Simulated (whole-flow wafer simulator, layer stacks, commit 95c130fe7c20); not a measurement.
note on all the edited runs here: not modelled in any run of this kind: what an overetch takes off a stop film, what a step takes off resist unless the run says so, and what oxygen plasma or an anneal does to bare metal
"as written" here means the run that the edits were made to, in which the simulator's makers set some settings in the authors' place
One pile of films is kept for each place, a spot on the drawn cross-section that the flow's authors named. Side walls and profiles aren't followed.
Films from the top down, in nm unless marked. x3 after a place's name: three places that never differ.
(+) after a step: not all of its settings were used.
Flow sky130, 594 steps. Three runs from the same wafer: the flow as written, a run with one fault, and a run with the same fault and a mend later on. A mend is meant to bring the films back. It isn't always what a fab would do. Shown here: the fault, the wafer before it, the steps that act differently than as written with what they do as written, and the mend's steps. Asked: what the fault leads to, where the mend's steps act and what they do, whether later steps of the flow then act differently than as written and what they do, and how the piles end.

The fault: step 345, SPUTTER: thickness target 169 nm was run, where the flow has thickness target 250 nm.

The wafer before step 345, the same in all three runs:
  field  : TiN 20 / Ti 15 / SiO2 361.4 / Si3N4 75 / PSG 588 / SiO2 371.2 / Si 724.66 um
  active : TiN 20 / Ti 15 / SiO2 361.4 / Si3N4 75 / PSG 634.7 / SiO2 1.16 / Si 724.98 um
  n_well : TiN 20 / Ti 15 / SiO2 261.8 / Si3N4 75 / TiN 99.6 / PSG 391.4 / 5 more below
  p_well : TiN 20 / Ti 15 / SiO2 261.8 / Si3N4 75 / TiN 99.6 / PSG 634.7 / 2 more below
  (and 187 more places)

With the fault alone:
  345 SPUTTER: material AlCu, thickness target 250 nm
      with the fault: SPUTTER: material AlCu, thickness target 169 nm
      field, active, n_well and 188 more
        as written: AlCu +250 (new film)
        with the fault: AlCu +169 (new film)
  Later steps of the flow that act differently than as written (18 more steps differ only slightly, by at most 2% or 0.5 nm, whichever is larger, and aren't shown):
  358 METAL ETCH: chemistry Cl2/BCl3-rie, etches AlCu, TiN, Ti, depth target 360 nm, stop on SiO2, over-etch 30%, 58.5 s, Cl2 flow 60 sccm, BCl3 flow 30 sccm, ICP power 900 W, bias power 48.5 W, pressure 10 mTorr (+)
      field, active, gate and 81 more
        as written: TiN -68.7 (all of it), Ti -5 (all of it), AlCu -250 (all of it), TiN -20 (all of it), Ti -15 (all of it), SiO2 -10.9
        with the fault: TiN -68.7 (all of it), Ti -5 (all of it), AlCu -169 (all of it), TiN -20 (all of it), Ti -15 (all of it), SiO2 -19
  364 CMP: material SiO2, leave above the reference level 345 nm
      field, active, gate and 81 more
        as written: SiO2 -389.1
        with the fault: SiO2 -462
  At the end the piles differ from the flow's by more than 2% or 0.5 nm, whichever is larger, at n_well, p_well, gate_hv and 120 more.
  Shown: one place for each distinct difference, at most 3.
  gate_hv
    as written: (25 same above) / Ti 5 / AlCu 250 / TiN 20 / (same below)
    with the fault: (25 same above) / Ti 5 / AlCu 169 / TiN 20 / (same below)
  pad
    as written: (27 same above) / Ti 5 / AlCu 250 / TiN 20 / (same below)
    with the fault: (27 same above) / Ti 5 / AlCu 169 / TiN 20 / (same below)
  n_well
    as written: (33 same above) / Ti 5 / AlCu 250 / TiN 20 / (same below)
    with the fault: (33 same above) / Ti 5 / AlCu 169 / TiN 20 / (same below)

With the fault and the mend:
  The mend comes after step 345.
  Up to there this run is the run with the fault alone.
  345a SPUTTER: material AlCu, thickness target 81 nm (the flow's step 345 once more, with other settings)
      field, active, n_well and 188 more
        AlCu +81
  No later step of the flow acts differently than as written at any place that is followed.
  At the end the piles are the same as the flow's at every place that both follow.
